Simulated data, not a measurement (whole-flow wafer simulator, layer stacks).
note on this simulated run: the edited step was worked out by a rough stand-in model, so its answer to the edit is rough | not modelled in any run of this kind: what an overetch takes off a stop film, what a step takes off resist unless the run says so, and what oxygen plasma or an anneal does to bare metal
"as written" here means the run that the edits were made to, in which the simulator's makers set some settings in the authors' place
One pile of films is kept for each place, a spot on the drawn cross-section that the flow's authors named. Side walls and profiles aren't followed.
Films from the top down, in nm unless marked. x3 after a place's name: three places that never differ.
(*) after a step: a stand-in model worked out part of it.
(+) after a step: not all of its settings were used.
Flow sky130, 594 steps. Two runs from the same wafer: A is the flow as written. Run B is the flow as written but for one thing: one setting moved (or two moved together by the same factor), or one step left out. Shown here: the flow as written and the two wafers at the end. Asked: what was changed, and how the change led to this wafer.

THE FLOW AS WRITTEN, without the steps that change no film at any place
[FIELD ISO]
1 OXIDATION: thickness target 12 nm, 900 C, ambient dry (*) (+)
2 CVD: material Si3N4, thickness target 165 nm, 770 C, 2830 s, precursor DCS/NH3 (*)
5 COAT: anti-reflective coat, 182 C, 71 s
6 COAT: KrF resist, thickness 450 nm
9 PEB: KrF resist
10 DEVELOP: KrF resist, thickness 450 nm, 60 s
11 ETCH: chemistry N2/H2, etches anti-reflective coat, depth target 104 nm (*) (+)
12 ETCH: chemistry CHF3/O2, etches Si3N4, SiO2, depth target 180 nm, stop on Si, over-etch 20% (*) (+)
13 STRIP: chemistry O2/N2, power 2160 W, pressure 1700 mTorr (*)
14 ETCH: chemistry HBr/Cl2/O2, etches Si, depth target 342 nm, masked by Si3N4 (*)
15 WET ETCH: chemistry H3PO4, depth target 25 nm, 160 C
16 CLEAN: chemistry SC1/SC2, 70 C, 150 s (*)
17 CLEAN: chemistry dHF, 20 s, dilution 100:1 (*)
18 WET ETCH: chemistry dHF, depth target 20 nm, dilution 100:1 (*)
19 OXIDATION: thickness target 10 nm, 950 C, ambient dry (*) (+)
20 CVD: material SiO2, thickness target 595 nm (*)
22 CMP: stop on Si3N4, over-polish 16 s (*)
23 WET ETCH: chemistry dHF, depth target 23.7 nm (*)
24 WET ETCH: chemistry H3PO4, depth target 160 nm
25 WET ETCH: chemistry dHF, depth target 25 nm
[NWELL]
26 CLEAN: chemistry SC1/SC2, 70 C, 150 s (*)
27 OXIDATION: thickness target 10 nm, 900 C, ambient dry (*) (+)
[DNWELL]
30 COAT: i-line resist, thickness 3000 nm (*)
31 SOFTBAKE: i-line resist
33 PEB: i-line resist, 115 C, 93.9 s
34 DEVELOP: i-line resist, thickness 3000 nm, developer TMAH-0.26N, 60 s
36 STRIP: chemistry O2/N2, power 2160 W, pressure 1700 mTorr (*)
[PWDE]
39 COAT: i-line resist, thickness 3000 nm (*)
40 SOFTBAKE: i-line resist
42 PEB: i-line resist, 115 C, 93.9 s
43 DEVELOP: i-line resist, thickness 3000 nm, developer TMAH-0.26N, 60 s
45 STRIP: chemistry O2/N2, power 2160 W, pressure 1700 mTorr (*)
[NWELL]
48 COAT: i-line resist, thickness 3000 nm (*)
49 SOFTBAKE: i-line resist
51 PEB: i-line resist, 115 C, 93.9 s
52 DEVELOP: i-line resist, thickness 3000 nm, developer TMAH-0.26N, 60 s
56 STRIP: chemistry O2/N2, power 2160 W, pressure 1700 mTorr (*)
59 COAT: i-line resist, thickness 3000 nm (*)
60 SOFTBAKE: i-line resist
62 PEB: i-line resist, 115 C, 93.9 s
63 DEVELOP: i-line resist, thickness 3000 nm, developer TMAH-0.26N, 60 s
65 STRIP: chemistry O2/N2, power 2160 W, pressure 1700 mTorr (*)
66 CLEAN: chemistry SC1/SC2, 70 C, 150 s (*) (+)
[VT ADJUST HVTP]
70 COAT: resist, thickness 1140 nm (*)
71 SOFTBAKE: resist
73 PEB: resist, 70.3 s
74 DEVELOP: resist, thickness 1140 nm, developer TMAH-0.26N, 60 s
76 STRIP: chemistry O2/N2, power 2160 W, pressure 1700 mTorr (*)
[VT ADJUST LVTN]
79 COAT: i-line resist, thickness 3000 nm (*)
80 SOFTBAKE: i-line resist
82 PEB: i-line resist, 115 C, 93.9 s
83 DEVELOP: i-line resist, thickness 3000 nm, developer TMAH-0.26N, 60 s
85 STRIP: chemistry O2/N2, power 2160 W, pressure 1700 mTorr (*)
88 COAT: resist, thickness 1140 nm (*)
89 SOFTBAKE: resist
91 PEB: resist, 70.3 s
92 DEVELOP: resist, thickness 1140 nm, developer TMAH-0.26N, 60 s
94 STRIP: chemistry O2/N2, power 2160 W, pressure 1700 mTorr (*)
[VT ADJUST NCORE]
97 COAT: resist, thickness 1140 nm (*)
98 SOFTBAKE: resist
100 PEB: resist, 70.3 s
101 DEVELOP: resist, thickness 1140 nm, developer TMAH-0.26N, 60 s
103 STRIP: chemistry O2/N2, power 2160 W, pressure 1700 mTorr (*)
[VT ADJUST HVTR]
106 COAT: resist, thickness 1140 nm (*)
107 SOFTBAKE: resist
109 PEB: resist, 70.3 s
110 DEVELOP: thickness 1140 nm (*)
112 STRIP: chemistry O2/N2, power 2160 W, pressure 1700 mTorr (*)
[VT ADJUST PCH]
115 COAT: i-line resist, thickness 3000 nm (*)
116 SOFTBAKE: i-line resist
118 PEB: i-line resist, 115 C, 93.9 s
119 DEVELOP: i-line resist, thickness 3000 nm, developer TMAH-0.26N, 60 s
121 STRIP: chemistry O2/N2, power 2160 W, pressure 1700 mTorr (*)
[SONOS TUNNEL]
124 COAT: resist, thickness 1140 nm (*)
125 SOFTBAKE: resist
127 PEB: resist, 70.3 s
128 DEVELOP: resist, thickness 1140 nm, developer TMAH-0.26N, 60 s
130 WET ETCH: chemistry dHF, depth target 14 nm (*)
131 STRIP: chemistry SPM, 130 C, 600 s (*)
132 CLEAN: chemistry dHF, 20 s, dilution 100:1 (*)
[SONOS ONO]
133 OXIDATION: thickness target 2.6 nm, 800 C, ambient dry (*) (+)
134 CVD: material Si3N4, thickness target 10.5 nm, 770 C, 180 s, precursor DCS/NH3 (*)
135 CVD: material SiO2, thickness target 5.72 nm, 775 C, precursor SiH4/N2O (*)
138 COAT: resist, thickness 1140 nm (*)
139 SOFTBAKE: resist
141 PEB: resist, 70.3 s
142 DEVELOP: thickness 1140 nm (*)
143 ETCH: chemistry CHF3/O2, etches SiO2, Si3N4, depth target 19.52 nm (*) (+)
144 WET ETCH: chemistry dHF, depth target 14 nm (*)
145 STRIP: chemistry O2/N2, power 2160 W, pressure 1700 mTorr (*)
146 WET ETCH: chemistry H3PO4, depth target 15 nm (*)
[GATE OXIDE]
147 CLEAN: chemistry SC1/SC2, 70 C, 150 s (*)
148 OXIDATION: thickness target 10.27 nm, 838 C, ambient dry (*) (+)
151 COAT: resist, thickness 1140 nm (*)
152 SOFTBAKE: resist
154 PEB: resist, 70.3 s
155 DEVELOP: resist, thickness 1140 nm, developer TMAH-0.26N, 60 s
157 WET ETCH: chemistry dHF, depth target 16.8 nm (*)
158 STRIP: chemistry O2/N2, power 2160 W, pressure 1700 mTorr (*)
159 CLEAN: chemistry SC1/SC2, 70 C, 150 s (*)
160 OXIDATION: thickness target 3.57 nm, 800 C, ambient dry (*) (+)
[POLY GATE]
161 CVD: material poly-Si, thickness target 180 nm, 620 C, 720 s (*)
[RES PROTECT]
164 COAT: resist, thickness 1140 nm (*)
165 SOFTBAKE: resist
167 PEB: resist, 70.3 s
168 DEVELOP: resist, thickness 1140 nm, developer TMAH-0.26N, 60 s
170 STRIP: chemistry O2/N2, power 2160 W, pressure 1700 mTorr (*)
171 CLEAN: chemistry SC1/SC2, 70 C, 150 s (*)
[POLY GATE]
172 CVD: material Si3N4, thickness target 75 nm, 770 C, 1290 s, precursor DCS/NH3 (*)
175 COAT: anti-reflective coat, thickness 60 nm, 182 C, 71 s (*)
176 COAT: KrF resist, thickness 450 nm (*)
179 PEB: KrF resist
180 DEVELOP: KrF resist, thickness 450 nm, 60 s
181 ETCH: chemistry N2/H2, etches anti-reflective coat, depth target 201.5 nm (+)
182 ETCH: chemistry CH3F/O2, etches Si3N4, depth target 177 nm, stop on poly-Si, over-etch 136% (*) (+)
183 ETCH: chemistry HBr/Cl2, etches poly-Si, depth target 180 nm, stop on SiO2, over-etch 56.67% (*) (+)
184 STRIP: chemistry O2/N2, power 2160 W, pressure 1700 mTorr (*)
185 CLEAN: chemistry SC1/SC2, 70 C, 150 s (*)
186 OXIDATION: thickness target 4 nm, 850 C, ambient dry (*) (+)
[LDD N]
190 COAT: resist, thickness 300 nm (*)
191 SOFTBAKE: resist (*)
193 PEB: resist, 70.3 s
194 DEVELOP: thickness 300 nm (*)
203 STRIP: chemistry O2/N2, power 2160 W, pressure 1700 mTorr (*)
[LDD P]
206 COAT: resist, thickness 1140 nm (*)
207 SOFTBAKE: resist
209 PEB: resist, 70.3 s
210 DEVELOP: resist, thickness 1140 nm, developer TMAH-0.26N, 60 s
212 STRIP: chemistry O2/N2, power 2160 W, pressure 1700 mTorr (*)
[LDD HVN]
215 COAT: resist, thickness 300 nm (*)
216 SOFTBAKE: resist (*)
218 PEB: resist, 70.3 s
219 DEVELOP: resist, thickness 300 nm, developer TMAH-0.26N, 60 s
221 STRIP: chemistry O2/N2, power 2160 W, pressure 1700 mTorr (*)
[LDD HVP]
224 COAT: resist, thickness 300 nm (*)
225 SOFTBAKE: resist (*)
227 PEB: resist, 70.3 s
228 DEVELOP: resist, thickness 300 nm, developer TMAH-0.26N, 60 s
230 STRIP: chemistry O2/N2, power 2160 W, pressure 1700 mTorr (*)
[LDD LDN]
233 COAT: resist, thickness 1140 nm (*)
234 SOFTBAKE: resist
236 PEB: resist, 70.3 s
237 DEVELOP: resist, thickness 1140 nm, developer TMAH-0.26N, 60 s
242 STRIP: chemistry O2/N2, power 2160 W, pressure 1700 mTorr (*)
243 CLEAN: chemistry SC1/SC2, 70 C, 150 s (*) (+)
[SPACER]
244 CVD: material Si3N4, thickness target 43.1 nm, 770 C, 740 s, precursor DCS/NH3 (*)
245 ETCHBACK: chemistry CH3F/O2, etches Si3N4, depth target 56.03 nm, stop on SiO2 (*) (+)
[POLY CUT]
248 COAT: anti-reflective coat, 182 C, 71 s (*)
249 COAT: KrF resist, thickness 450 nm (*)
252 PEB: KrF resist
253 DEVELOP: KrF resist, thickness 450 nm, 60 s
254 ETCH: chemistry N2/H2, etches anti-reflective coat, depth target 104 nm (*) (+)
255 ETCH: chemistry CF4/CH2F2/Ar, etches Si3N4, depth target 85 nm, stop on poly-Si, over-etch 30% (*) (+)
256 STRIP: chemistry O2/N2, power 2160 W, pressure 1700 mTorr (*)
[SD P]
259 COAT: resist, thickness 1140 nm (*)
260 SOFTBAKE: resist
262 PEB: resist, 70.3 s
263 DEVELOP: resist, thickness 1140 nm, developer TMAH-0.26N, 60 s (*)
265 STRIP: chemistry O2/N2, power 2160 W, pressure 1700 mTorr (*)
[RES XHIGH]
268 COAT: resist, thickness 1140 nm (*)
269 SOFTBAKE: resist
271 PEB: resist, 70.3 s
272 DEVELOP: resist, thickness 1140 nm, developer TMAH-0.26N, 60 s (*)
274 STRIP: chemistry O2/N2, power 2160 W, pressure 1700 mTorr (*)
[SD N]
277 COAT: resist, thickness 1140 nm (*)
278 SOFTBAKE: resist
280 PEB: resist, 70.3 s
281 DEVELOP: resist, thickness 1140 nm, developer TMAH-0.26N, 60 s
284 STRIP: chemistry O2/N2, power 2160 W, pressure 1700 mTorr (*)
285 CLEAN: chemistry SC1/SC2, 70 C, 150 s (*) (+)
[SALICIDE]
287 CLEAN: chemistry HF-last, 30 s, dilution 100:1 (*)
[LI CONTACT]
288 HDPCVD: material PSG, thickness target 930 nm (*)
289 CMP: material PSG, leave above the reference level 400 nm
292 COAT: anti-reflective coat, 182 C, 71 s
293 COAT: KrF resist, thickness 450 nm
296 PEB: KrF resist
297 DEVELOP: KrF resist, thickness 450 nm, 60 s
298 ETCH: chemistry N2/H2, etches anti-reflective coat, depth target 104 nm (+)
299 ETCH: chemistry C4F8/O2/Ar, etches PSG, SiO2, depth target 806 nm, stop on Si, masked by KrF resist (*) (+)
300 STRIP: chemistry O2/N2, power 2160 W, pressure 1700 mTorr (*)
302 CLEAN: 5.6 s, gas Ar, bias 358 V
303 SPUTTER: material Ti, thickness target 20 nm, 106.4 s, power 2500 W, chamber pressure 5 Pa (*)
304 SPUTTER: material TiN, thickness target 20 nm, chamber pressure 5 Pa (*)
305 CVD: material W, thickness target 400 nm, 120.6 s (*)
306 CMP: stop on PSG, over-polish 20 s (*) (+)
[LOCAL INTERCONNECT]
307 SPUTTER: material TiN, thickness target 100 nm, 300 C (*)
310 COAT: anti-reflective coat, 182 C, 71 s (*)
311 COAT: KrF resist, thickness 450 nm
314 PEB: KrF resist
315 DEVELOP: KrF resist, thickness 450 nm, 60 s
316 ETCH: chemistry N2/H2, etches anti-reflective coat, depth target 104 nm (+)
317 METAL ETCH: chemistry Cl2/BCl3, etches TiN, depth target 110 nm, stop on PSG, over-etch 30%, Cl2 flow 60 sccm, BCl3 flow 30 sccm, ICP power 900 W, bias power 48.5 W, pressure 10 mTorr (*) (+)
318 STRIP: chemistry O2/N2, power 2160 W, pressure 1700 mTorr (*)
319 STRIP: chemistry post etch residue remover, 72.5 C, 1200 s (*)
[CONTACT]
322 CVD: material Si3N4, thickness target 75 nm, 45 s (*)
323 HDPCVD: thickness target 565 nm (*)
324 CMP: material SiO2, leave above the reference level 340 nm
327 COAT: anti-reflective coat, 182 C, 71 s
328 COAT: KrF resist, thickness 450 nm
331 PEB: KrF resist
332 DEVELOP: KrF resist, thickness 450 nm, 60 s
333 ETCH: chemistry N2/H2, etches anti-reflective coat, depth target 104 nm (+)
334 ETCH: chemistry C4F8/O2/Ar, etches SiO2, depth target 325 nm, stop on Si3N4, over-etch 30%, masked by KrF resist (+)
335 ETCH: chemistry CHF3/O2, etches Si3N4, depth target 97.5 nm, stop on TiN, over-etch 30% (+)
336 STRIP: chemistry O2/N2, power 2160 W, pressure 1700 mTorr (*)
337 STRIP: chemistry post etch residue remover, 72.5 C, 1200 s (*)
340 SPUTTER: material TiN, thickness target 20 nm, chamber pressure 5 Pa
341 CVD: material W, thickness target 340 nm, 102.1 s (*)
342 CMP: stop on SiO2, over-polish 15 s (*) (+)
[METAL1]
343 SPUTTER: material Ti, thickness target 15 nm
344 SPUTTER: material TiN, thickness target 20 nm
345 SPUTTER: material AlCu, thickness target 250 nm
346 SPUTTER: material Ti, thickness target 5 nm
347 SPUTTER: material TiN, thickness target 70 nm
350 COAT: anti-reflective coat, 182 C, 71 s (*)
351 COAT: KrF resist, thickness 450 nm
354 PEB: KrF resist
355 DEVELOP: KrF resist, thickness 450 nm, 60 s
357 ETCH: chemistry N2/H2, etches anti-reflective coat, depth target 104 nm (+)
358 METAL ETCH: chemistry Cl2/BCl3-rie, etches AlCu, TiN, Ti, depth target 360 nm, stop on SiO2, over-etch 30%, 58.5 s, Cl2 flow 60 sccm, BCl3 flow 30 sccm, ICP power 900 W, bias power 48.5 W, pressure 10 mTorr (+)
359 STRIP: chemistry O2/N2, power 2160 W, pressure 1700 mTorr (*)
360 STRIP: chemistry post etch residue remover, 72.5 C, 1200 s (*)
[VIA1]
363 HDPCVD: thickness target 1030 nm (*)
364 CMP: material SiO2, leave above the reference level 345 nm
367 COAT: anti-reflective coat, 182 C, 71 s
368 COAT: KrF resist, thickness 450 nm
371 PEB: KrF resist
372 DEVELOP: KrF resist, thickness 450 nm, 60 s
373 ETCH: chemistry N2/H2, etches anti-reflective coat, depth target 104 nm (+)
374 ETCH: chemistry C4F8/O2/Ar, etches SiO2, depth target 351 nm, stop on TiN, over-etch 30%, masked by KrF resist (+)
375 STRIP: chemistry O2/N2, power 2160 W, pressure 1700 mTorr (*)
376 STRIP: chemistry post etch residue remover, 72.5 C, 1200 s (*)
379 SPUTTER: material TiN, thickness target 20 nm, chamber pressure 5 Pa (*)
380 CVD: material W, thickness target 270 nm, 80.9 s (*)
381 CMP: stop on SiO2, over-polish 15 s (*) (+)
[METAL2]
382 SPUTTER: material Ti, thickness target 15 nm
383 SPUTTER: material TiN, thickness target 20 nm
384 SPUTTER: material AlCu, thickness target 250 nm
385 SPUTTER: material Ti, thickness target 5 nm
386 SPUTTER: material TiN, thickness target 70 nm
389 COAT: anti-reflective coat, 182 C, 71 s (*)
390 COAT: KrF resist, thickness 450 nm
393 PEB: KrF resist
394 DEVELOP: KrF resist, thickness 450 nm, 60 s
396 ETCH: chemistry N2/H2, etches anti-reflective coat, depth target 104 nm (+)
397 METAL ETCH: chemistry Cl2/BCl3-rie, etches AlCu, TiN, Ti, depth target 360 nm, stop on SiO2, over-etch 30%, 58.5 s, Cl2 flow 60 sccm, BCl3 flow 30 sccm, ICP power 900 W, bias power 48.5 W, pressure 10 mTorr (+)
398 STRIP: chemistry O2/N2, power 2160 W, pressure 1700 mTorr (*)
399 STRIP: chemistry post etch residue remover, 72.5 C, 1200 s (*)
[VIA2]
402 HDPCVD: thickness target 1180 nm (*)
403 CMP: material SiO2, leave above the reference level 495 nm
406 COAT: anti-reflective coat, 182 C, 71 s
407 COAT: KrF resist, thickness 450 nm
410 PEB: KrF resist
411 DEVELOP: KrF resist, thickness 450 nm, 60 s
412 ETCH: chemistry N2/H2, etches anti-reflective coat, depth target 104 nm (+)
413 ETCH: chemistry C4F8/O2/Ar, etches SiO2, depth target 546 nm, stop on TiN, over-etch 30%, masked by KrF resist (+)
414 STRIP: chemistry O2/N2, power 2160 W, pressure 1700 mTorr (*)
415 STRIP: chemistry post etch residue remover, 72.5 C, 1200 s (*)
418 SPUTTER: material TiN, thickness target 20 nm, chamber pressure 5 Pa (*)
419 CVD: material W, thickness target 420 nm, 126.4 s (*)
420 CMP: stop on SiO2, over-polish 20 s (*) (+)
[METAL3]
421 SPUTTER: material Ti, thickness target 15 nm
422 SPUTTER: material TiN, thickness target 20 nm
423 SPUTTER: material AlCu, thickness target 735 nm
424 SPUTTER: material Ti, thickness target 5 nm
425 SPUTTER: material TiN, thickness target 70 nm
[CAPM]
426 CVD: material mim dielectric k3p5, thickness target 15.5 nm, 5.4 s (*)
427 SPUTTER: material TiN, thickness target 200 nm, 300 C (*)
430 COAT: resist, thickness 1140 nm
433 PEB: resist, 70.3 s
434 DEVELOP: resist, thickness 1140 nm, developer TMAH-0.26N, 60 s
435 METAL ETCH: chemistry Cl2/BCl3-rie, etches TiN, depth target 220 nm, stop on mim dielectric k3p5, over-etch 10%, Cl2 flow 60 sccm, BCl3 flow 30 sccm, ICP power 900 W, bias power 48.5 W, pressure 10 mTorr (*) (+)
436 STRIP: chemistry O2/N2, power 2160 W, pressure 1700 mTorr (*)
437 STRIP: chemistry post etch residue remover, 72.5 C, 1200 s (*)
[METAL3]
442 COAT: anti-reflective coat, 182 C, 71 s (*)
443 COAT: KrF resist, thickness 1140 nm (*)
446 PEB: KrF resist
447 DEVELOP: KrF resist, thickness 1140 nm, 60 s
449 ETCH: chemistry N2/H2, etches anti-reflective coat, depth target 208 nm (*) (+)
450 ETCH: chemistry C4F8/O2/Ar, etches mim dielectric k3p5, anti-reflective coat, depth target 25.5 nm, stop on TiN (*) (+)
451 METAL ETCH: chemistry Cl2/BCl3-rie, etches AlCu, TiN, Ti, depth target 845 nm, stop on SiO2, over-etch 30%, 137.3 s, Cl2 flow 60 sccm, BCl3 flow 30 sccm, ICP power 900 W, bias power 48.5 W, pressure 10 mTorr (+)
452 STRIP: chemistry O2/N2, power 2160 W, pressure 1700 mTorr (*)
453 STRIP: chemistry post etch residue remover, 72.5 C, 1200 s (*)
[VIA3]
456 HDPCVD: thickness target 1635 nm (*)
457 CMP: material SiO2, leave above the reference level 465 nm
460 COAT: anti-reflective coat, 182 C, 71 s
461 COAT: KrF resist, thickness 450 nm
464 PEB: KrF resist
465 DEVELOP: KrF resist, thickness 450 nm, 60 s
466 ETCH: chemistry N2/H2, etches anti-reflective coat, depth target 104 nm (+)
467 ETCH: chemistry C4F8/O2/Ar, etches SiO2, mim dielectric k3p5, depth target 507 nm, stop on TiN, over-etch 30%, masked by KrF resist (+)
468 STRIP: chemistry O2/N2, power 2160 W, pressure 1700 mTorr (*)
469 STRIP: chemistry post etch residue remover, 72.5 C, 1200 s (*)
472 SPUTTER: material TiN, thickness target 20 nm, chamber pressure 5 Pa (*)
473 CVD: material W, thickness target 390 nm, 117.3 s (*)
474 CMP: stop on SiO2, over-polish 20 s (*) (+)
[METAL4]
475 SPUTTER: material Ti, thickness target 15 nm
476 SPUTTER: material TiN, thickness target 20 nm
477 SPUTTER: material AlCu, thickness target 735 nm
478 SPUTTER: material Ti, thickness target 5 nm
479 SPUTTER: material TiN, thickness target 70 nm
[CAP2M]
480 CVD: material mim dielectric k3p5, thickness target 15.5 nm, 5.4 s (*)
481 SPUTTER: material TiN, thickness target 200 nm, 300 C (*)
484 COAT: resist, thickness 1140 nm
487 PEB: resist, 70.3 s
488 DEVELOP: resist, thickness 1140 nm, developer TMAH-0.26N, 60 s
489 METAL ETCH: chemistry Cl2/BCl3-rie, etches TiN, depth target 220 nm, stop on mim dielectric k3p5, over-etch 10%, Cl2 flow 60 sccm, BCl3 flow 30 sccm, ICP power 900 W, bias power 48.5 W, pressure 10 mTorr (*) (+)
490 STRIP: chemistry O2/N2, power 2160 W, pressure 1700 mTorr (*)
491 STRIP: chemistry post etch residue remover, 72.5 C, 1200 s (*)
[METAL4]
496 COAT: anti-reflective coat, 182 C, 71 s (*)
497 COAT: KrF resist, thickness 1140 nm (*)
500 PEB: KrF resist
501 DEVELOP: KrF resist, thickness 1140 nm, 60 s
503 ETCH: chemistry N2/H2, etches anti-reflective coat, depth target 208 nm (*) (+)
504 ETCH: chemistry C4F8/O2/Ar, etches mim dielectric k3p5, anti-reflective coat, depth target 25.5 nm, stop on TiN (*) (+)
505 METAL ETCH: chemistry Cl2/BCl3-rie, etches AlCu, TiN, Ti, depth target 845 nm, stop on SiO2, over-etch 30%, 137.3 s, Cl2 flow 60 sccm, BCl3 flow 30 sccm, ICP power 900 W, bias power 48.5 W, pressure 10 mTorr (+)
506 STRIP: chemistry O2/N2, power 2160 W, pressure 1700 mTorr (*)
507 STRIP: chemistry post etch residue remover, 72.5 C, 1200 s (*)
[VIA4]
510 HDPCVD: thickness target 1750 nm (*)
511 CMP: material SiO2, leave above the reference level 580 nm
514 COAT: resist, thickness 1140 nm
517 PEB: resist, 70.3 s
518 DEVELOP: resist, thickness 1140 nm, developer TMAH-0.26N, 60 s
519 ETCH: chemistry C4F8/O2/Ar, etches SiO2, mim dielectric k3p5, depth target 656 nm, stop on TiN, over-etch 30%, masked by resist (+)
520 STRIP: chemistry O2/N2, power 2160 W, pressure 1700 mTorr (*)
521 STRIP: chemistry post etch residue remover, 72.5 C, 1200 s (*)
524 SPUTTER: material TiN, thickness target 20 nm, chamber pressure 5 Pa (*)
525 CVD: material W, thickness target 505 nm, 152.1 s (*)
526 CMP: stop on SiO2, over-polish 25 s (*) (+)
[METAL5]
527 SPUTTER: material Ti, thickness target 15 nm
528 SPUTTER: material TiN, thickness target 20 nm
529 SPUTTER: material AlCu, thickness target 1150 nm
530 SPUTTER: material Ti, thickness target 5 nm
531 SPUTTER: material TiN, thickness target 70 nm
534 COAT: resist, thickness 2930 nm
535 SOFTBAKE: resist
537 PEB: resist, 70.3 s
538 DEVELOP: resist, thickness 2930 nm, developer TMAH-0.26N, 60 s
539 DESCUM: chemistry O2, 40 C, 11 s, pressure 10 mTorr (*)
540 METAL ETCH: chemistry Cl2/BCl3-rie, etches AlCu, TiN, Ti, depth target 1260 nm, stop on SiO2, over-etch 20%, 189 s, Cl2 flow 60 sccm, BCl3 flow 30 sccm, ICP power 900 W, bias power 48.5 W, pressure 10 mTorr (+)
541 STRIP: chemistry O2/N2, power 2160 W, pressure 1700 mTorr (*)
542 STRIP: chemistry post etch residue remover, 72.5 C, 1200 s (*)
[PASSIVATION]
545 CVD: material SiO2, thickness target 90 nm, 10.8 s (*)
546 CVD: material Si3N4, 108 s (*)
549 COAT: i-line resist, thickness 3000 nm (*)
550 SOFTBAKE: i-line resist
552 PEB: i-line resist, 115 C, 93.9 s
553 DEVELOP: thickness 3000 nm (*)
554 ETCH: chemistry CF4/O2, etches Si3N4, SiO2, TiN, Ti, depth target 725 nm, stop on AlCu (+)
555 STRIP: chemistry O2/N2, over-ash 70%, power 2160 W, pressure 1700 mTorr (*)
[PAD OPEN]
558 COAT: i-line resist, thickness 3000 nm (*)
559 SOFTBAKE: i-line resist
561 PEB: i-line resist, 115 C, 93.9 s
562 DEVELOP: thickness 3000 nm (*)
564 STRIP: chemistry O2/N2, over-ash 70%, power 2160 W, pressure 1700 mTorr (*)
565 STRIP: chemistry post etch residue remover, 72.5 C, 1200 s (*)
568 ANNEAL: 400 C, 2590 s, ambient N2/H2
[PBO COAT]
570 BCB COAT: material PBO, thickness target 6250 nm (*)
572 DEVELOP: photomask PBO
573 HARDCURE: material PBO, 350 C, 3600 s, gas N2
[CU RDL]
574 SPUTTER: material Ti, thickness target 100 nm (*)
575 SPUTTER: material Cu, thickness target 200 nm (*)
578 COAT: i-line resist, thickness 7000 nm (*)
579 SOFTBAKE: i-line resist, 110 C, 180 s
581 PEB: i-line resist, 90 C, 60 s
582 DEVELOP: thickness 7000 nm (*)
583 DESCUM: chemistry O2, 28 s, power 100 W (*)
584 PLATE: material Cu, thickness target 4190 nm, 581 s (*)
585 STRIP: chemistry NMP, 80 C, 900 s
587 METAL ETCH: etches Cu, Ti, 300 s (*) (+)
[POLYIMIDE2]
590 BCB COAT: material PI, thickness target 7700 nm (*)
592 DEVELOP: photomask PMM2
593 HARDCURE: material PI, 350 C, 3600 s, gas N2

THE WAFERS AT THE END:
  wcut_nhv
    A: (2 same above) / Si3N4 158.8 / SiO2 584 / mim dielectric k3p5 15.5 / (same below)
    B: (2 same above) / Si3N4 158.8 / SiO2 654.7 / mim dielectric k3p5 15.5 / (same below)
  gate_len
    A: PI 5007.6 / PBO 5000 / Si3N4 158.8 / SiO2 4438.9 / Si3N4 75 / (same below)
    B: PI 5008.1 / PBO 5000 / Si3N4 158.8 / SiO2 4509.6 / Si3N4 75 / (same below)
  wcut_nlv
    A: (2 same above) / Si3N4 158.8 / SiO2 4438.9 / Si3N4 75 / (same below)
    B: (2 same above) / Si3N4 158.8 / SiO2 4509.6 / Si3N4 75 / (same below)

The cause: step 545, CVD: thickness target 142 nm was run, where the flow has thickness target 90 nm; step 545, CVD: 17 s was run, where the flow has 10.8 s.

How the change led to this, step by step:
  545 CVD: material SiO2, thickness target 90 nm, 10.8 s (*)
      field, active, gate and 175 more: A SiO2 +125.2 | B SiO2 +195.9
      n_well, p_well, sd_n and 12 more: A SiO2 +125.2 (new film) | B SiO2 +195.9 (new film)
  550 SOFTBAKE: i-line resist
      gate_p_lvt, iso_guard_hv_nw: A i-line resist +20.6 | B i-line resist +22.6
      active: A i-line resist +12 | B i-line resist +13.5
      (and at 60 more places)
  554 ETCH: chemistry CF4/O2, etches Si3N4, SiO2, TiN, Ti, depth target 725 nm, stop on AlCu (+)
      field, active, n_well and 189 more: A i-line resist -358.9 | B i-line resist -429.6
      pad: A Si3N4 -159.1 (all of it), SiO2 -125.2 (all of it), TiN -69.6 (all of it), Ti -5 (all of it) | B Si3N4 -159.1 (all of it), SiO2 -195.9 (all of it), TiN -69.6 (all of it), Ti -5 (all of it)
  555 STRIP: chemistry O2/N2, over-ash 70%, power 2160 W, pressure 1700 mTorr (*)
      gate_hv, dice_street, iso_guard and 83 more: A i-line resist -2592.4 (all of it) | B i-line resist -2521.7 (all of it)
      n_well, p_well, sd_n, sd_p: A i-line resist -1340.8 (all of it) | B i-line resist -1270.1 (all of it)
      (and at 102 more places)
  558 COAT: i-line resist, thickness 3000 nm (*)
      pad: A i-line resist +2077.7 (new film) | B i-line resist +2148.8 (new film)
  559 SOFTBAKE: i-line resist
      gate_p_lvt, iso_guard_hv_nw: A i-line resist +20.6 | B i-line resist +22.6
      field: A i-line resist +12.5 | B i-line resist +14
      (and at 67 more places)
  561 PEB: i-line resist, 115 C, 93.9 s
      pad: A i-line resist -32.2 | B i-line resist -33.4
  562 DEVELOP: thickness 3000 nm (*)
      pad: A i-line resist -2045.5 (all of it) | B i-line resist -2115.4 (all of it)
  578 COAT: i-line resist, thickness 7000 nm (*)
      pad: A i-line resist +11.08 um (new film) | B i-line resist +11.15 um (new film)
  579 SOFTBAKE: i-line resist, 110 C, 180 s
      ndiff_licon_rim, ndiff_licon: A i-line resist -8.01 | B i-line resist -8.99
      rpo_hd_licon, mim2: A i-line resist -14.9 | B i-line resist -15.9
      (and at 28 more places)
  582 DEVELOP: thickness 7000 nm (*)
      pad: A i-line resist -11.08 um (all of it) | B i-line resist -11.15 um (all of it)
